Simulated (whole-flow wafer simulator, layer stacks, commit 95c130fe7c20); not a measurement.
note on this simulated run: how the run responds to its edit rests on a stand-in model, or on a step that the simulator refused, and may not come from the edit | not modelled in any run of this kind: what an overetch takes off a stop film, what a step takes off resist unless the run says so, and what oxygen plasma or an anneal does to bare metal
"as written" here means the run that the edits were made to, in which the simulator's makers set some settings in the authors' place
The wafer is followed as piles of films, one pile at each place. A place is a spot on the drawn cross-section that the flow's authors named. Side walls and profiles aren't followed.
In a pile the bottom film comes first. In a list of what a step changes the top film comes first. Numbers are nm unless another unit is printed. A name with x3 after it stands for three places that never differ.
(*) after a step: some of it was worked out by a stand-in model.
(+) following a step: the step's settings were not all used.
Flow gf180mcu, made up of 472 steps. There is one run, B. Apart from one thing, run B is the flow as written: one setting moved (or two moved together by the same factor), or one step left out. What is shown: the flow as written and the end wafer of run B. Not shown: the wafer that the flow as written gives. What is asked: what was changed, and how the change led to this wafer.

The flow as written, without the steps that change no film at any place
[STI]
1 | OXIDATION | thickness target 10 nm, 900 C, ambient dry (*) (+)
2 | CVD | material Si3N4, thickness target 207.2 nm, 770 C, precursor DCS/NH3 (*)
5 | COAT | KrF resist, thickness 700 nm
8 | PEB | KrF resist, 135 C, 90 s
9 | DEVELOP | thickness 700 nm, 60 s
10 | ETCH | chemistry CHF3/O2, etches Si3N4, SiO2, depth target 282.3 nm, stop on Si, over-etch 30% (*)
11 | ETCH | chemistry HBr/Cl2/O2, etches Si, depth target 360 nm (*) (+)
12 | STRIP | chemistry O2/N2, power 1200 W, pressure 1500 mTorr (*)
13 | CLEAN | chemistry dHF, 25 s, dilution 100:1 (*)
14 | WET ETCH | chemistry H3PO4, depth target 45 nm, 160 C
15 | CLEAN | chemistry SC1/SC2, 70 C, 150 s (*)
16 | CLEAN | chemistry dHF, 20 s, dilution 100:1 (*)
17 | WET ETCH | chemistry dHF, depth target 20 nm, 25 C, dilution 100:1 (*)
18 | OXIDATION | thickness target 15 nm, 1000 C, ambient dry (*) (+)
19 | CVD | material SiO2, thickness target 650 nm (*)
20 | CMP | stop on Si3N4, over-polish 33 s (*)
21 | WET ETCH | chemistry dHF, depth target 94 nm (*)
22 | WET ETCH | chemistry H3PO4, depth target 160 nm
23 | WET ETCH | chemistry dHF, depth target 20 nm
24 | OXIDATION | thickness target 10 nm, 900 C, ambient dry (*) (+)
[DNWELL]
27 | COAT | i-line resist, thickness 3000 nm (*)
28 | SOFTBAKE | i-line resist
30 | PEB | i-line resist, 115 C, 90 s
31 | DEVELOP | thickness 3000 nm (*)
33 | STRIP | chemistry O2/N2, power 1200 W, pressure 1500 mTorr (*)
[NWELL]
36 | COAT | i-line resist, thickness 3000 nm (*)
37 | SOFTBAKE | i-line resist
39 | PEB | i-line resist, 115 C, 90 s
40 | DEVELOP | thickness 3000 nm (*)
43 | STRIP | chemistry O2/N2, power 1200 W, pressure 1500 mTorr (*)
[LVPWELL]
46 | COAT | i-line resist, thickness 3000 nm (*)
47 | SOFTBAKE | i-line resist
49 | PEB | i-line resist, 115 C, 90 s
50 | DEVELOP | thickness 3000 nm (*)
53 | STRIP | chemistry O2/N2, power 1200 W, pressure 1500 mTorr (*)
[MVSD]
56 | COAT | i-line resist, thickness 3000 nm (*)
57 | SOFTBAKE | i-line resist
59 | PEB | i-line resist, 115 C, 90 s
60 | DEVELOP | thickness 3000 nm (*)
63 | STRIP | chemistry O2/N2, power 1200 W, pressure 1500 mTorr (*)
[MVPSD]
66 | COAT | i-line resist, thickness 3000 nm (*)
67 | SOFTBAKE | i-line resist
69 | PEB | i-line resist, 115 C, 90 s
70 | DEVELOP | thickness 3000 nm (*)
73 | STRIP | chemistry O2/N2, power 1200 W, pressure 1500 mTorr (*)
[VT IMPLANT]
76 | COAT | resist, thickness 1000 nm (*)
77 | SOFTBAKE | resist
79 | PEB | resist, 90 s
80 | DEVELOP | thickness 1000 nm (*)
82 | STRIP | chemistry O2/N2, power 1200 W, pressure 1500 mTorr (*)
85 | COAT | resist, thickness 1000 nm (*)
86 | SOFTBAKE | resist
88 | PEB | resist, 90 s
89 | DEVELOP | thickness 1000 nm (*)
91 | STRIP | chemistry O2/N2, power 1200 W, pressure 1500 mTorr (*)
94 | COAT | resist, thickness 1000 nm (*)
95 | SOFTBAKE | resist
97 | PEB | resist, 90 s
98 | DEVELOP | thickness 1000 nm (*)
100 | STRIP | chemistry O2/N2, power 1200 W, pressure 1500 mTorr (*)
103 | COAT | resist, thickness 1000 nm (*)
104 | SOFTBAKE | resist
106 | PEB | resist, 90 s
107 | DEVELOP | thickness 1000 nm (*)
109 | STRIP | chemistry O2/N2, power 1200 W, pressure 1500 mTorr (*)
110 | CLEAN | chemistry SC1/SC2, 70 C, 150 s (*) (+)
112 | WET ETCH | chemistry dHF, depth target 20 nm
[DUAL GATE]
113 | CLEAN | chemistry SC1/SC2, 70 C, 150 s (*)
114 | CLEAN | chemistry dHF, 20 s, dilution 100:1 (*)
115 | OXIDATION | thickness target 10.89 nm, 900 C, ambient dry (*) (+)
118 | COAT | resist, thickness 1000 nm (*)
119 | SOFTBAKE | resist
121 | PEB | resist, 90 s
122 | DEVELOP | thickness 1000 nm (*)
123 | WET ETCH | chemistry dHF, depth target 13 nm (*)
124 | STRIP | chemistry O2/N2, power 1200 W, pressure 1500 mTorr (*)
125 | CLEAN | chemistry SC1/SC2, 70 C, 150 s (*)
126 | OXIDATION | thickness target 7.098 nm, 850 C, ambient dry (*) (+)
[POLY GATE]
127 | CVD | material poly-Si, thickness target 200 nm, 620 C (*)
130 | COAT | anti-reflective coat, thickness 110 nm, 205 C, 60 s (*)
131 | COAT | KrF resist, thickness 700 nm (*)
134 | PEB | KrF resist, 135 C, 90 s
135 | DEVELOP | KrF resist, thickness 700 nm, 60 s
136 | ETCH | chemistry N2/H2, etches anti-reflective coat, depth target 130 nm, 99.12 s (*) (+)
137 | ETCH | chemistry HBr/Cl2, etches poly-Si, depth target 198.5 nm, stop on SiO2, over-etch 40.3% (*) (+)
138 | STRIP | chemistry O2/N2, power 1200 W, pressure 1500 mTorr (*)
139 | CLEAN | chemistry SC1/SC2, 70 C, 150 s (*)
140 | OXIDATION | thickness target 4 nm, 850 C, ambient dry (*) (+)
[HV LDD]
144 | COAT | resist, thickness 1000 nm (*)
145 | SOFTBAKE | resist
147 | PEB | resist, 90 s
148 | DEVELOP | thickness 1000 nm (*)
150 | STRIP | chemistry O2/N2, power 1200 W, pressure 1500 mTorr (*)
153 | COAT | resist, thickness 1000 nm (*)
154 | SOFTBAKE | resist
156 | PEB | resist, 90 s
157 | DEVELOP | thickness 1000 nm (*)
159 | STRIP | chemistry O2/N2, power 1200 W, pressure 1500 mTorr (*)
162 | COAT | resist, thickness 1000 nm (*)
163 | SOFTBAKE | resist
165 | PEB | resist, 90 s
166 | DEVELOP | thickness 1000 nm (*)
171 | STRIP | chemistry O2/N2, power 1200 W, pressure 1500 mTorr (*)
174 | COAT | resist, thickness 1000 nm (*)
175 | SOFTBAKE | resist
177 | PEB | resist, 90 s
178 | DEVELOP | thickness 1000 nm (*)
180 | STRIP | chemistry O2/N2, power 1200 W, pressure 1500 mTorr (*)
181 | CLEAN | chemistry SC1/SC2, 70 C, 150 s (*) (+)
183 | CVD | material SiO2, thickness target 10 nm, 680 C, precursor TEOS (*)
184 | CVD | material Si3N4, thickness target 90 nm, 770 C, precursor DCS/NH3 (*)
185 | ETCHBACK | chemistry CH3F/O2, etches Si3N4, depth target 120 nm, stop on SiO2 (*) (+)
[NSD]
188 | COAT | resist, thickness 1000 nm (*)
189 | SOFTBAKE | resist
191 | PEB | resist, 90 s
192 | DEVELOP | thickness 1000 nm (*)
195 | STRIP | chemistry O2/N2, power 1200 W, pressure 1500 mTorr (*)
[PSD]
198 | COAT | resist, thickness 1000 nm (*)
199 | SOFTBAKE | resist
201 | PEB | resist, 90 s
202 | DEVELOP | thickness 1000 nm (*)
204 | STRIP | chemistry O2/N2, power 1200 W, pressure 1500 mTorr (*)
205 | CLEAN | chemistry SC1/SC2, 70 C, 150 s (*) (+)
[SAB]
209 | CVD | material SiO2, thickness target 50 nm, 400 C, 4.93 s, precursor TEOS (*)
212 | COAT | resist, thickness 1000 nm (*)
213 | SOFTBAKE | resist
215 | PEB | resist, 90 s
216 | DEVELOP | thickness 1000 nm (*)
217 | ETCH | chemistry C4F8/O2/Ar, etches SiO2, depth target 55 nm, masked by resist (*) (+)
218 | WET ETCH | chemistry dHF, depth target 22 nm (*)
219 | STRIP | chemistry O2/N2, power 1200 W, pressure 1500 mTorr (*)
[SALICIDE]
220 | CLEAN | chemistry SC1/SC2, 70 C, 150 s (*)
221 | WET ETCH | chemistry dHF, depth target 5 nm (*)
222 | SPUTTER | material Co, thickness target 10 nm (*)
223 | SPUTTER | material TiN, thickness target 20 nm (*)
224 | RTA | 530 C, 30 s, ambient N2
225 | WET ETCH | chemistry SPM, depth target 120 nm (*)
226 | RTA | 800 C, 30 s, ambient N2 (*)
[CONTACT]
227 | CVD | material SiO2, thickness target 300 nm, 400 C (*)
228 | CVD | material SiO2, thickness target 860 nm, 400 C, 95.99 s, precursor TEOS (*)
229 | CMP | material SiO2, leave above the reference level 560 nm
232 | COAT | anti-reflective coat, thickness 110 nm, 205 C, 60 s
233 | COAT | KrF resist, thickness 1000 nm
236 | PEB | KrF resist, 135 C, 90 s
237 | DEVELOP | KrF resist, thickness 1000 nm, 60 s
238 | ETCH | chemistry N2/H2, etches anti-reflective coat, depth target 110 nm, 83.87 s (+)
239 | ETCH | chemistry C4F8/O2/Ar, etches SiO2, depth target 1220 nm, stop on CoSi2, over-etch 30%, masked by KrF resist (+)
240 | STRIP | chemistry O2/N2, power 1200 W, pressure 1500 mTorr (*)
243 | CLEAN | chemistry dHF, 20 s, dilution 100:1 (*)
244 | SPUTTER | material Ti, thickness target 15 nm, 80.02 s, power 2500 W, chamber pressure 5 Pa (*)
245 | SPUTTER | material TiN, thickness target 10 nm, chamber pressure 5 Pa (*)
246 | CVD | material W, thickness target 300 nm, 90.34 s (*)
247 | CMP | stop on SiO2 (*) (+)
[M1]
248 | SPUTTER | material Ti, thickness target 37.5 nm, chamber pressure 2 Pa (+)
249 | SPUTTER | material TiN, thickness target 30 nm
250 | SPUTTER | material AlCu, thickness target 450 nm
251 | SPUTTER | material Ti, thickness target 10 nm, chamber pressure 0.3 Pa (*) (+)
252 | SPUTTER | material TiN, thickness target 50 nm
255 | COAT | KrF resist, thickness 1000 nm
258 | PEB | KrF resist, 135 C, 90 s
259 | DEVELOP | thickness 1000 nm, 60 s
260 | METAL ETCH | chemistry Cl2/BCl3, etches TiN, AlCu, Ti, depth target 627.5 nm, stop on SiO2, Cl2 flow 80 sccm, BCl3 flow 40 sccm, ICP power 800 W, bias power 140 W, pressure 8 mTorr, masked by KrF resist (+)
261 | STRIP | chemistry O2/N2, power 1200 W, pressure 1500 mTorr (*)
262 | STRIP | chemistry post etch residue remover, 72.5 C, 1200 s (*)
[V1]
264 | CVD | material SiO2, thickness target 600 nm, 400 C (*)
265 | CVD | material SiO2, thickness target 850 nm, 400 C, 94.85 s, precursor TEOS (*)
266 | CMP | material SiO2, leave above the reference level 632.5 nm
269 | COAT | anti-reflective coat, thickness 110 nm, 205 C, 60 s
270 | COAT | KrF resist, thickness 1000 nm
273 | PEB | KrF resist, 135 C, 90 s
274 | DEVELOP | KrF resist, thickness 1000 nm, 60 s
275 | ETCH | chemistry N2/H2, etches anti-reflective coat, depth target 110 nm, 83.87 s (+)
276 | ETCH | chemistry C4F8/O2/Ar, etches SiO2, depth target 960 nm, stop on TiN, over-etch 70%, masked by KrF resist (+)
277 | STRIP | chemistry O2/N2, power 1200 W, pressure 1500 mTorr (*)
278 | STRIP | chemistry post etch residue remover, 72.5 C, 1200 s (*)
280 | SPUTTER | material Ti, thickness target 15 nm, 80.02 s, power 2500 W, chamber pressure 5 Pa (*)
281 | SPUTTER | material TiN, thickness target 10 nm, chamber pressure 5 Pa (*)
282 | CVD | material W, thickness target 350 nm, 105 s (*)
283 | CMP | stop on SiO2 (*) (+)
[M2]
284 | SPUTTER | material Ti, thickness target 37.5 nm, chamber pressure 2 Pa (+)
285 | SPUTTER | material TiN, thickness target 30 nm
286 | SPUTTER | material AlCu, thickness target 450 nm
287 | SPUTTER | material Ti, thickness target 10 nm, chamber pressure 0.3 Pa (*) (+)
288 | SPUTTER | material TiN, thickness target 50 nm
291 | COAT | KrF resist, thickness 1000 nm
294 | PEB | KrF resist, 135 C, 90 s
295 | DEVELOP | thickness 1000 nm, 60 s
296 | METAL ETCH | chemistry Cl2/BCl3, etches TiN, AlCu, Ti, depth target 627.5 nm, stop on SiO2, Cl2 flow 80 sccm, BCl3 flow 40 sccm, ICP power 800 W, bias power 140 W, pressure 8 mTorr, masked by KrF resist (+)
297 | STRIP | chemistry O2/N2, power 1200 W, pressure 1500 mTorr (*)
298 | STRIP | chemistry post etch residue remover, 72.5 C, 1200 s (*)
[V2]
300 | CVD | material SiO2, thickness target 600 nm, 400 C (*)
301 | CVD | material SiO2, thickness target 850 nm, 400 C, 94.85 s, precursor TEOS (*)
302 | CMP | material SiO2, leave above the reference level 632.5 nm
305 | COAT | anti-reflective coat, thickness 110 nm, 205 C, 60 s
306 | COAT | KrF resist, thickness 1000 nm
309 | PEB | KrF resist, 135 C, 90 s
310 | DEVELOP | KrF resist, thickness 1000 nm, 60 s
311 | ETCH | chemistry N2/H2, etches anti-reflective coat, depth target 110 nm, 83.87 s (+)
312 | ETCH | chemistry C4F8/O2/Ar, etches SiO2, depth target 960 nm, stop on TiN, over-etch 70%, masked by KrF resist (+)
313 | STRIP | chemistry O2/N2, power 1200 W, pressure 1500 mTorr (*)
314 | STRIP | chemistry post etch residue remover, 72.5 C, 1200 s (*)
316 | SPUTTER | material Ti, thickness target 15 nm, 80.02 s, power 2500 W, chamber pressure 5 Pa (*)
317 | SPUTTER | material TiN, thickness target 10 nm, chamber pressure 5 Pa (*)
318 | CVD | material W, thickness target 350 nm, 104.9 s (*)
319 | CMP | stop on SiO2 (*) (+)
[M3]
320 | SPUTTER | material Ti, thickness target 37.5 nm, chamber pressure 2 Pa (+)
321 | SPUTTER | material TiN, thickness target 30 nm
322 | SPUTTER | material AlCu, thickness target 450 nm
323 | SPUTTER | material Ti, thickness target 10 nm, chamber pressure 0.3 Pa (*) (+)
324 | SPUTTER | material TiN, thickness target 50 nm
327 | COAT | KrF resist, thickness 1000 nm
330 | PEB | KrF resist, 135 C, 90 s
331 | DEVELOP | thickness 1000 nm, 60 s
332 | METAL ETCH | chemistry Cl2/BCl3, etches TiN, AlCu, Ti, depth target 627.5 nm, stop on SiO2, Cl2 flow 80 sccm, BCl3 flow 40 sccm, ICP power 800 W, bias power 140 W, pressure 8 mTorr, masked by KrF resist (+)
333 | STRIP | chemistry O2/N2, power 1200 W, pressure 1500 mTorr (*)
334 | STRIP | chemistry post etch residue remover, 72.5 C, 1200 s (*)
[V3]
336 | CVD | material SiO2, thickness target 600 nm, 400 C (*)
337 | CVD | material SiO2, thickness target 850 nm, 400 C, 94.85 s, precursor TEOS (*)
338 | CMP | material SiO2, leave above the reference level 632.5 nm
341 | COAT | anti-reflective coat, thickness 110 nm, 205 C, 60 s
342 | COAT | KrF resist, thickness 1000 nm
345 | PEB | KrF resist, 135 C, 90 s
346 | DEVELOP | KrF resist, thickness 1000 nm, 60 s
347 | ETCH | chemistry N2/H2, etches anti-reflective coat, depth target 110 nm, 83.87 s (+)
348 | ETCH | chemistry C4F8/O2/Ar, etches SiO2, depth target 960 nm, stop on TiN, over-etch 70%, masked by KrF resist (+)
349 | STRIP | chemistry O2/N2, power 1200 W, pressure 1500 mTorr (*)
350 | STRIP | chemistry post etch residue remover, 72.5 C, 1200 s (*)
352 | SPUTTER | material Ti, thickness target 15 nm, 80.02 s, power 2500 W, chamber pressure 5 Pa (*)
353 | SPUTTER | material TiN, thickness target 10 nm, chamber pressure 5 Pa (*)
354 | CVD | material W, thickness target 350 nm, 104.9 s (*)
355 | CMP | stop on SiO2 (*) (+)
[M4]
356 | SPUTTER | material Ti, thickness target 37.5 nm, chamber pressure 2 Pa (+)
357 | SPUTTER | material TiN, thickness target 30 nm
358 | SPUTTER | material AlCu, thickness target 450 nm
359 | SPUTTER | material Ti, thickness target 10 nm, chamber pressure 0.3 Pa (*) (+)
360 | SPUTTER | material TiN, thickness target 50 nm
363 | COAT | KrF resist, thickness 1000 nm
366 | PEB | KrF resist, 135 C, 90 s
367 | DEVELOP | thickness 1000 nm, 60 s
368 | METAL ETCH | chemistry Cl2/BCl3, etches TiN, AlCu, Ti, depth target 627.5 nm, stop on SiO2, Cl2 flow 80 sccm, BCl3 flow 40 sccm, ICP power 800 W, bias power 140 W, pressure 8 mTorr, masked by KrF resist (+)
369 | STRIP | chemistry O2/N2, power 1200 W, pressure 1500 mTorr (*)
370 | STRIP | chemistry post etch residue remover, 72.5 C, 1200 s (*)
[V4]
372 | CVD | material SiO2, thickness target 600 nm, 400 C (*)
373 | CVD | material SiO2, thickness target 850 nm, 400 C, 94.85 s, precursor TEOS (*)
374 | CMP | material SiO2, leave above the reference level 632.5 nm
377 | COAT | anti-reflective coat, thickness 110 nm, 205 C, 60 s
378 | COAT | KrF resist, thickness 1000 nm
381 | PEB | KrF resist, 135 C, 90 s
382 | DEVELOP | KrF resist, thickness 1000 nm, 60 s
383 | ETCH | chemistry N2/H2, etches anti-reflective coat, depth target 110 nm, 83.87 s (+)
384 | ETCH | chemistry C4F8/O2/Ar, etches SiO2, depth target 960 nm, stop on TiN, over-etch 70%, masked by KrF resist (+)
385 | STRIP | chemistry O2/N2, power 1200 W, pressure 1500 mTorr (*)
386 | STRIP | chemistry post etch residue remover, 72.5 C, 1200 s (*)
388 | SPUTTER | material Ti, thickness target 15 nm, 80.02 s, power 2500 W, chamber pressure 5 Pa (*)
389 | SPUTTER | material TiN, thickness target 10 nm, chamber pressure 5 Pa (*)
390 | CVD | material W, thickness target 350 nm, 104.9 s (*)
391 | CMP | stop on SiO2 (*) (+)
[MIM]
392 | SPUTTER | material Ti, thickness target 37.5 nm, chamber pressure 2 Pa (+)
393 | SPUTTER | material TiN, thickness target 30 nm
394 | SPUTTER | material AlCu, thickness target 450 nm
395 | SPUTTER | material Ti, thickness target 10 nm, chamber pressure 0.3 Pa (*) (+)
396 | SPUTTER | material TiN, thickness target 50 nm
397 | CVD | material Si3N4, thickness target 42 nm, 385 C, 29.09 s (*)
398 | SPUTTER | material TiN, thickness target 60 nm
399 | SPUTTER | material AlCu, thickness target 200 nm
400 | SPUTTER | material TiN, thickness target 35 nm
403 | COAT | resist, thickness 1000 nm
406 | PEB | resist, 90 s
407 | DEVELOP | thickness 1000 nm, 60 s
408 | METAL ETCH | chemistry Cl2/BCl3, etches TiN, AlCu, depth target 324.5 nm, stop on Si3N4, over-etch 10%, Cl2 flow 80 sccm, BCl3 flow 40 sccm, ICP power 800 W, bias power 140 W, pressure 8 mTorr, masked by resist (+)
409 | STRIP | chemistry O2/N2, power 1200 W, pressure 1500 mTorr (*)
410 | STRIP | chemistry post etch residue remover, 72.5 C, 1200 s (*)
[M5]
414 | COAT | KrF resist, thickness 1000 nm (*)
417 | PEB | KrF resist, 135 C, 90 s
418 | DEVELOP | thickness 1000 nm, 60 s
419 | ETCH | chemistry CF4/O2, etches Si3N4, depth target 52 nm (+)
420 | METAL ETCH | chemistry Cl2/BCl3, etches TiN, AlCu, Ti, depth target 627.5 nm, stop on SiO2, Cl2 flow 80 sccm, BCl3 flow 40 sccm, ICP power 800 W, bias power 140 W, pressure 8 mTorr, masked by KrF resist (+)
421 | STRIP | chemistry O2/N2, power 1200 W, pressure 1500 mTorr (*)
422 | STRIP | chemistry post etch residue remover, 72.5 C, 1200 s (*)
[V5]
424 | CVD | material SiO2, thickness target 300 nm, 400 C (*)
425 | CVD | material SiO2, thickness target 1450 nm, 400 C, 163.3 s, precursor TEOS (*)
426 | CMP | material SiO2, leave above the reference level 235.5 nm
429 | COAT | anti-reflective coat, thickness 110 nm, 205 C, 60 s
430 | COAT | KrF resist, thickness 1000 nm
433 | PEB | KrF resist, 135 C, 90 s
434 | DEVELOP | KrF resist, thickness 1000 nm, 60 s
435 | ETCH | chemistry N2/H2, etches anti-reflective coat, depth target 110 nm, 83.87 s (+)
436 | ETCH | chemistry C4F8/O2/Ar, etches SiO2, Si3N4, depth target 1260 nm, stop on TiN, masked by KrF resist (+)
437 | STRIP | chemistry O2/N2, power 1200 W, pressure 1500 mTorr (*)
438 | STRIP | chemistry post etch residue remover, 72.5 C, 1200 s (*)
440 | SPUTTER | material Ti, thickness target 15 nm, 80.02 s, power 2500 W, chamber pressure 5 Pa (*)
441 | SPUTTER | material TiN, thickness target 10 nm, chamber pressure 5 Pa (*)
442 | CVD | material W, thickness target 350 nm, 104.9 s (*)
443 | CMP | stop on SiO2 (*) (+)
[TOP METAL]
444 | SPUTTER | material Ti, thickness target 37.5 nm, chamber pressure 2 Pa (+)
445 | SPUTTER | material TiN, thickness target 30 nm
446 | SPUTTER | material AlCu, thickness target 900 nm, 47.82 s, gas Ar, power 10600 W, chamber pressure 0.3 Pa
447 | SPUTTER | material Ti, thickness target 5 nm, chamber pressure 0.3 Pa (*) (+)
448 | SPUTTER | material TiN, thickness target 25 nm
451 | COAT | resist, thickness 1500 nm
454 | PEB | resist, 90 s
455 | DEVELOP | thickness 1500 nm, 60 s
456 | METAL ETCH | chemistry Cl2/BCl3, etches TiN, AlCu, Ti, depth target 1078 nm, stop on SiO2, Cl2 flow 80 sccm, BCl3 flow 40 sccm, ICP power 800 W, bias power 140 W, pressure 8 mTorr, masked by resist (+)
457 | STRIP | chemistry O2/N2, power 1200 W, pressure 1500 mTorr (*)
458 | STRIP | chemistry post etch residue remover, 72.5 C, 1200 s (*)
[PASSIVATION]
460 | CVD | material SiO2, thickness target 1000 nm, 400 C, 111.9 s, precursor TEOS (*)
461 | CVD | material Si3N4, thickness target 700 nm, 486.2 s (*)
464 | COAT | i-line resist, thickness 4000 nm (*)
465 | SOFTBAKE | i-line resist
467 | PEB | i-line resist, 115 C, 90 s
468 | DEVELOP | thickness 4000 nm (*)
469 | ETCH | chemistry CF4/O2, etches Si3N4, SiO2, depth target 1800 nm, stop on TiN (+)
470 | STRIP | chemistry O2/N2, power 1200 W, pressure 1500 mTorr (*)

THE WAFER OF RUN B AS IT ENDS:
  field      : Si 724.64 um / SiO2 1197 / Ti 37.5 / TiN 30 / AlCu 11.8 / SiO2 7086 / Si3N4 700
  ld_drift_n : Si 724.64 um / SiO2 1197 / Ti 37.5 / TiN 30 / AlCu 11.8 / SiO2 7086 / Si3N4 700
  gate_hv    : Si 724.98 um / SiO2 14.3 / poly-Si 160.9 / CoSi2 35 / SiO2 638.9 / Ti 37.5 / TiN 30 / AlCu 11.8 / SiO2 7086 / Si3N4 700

Cause: step 250, SPUTTER: thickness target 585 nm was run, whereas the flow has thickness target 450 nm.

How this came from the change, step by step:
  250 | SPUTTER | material AlCu, thickness target 450 nm
      field, field__w1, field__w2 and 108 more: AlCu gains 585 (new film) (as written it would have been: AlCu gains 450 (new film))
  260 | METAL ETCH | chemistry Cl2/BCl3, etches TiN, AlCu, Ti, depth target 627.5 nm, stop on SiO2, Cl2 flow 80 sccm, BCl3 flow 40 sccm, ICP power 800 W, bias power 140 W, pressure 8 mTorr, masked by KrF resist (+)
      field, field__w1, field__w2 and 99 more: TiN loses 50 (all of it), Ti loses 10 (all of it), AlCu loses 567.5 (as written it would have been: TiN loses 50 (all of it), Ti loses 10 (all of it), AlCu loses 450 (all of it), TiN loses 30 (all of it), Ti loses 37.5 (all of it))
  262 | STRIP | chemistry post etch residue remover, 72.5 C, 1200 s (*)
      field, field__w1, field__w2 and 99 more: AlCu loses 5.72 (as written it would have been: nothing)
  264 | CVD | material SiO2, thickness target 600 nm, 400 C (*)
      field, field__w1, field__w2 and 99 more: SiO2 gains 600 (new film) (as written it would have been: SiO2 gains 600)
  266 | CMP | material SiO2, leave above the reference level 632.5 nm
      field, field__w1, field__w2 and 99 more: SiO2 loses 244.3 (as written it would have been: SiO2 loses 300)
If metal films that touch count as one body, field has 1 body; the flow as written gives 0 bodies.
If metal films that touch count as one body, ld_drift_n has 1 body; the flow as written gives 0 bodies.
If metal films that touch count as one body, gate_hv has 2 bodies (between them, from the top down: SiO2 638.9); the flow as written gives 1 body.
